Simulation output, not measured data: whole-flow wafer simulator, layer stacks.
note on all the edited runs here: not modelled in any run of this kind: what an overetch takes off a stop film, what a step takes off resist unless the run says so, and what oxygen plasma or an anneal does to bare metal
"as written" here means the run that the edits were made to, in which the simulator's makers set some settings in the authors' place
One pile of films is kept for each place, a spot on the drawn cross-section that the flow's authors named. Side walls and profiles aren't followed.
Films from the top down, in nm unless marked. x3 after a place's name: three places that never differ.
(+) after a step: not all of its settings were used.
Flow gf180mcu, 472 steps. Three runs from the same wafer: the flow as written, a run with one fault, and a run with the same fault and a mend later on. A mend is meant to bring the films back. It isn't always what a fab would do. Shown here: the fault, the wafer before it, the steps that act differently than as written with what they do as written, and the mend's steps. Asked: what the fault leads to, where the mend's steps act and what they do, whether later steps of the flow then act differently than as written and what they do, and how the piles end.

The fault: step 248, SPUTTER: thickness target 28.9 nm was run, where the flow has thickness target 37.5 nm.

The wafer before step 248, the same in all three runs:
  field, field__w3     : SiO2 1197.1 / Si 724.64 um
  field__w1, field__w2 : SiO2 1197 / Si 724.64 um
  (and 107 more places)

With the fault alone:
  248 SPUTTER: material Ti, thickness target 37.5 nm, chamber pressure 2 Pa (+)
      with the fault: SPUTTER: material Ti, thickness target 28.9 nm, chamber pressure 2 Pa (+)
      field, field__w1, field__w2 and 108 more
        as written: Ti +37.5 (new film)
        with the fault: Ti +28.9 (new film)
  Later steps of the flow that act differently than as written:
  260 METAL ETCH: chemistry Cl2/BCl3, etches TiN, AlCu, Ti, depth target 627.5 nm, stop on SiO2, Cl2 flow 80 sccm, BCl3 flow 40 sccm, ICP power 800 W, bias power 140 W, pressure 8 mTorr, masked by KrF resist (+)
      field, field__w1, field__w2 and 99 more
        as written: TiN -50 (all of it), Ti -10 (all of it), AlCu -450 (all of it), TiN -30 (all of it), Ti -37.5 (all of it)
        with the fault: TiN -50 (all of it), Ti -10 (all of it), AlCu -450 (all of it), TiN -30 (all of it), Ti -28.9 (all of it)
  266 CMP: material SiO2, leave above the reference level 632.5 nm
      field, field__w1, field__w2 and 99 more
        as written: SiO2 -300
        with the fault: SiO2 -308.6
  At the end the piles differ from the flow's by more than 2% or 0.5 nm, whichever is larger, at field__w8, contact, m1 and 6 more.
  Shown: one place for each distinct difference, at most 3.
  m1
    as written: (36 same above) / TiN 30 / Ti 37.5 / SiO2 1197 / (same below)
    with the fault: (36 same above) / TiN 30 / Ti 28.9 / SiO2 1197 / (same below)
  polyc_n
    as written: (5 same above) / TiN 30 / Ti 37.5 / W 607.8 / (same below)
    with the fault: (5 same above) / TiN 30 / Ti 28.9 / W 607.8 / (same below)
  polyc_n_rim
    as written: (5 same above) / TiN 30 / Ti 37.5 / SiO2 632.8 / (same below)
    with the fault: (5 same above) / TiN 30 / Ti 28.9 / SiO2 632.8 / (same below)

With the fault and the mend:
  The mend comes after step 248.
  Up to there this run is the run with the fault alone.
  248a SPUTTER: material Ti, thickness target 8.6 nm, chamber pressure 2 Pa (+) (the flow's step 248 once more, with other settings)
      field, field__w1, field__w2 and 108 more
        Ti +8.6
  No later step of the flow acts differently than as written at any place that is followed.
  At the end the piles are the same as the flow's at every place that both follow.
